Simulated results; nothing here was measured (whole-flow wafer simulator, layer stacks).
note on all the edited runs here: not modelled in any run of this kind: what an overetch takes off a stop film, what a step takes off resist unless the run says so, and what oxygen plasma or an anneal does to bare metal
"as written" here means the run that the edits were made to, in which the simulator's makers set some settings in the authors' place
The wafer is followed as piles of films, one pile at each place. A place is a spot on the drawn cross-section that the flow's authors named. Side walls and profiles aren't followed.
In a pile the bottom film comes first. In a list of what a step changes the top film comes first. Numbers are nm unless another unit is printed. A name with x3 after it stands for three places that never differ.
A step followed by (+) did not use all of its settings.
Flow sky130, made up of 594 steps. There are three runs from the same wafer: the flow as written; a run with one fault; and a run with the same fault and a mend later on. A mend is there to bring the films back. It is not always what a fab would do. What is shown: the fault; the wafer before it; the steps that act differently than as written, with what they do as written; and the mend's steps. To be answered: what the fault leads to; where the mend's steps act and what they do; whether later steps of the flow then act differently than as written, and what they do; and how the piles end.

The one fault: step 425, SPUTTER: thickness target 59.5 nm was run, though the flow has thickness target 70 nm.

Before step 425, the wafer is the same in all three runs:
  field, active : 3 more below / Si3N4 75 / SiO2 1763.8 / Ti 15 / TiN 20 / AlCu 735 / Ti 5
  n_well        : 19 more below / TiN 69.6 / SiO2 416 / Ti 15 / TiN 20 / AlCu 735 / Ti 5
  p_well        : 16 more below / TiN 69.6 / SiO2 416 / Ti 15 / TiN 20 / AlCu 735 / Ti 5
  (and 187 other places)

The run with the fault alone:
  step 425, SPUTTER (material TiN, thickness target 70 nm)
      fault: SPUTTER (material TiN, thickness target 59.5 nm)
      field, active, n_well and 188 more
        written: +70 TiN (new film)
        fault: +59.5 TiN (new film)
  Steps later in the flow that act otherwise than as written (not shown: 12 more steps that differ only slightly, by at most 2% or 0.5 nm, whichever is larger):
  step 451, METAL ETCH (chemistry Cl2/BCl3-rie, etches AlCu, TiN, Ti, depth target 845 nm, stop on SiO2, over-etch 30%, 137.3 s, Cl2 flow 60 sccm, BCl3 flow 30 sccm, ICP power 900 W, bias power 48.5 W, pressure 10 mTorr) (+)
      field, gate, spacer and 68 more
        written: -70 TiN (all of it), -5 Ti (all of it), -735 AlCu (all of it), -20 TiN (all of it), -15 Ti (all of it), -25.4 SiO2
        fault: -59.5 TiN (all of it), -5 Ti (all of it), -735 AlCu (all of it), -20 TiN (all of it), -15 Ti (all of it), -26.4 SiO2
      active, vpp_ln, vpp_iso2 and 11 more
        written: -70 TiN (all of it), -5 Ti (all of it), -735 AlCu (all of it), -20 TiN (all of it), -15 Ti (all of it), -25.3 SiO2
        fault: -59.5 TiN (all of it), -5 Ti (all of it), -735 AlCu (all of it), -20 TiN (all of it), -15 Ti (all of it), -26.4 SiO2
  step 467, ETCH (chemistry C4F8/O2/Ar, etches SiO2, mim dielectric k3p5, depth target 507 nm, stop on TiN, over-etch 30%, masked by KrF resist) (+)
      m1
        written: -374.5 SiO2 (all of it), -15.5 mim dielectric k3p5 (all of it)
        fault: -385 SiO2 (all of it), -15.5 mim dielectric k3p5 (all of it)
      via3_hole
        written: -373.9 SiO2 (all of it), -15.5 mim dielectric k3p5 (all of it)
        fault: -384.4 SiO2 (all of it), -15.5 mim dielectric k3p5 (all of it)
  At n_well, p_well, gate_hv and 104 more, the piles at the end differ from the flow's by more than 2% or 0.5 nm, whichever is larger.
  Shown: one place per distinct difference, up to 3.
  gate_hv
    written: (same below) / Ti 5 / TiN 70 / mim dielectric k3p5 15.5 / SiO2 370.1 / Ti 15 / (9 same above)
    fault: (same below) / Ti 5 / TiN 59.5 / mim dielectric k3p5 15.5 / SiO2 380.6 / Ti 15 / (9 same above)
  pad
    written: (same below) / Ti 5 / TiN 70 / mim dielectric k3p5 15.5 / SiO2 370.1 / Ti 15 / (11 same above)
    fault: (same below) / Ti 5 / TiN 59.5 / mim dielectric k3p5 15.5 / SiO2 380.6 / Ti 15 / (11 same above)
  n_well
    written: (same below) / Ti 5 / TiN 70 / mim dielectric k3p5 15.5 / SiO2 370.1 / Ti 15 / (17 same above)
    fault: (same below) / Ti 5 / TiN 59.5 / mim dielectric k3p5 15.5 / SiO2 380.6 / Ti 15 / (17 same above)

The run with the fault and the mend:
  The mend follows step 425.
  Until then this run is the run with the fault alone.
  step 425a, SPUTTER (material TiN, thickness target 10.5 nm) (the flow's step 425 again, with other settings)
      field, active, n_well and 188 more
        +10.5 TiN
  None of the later steps of the flow acts differently than as written at any place that is followed.
  At every place that both follow, the piles at the end match the flow's.
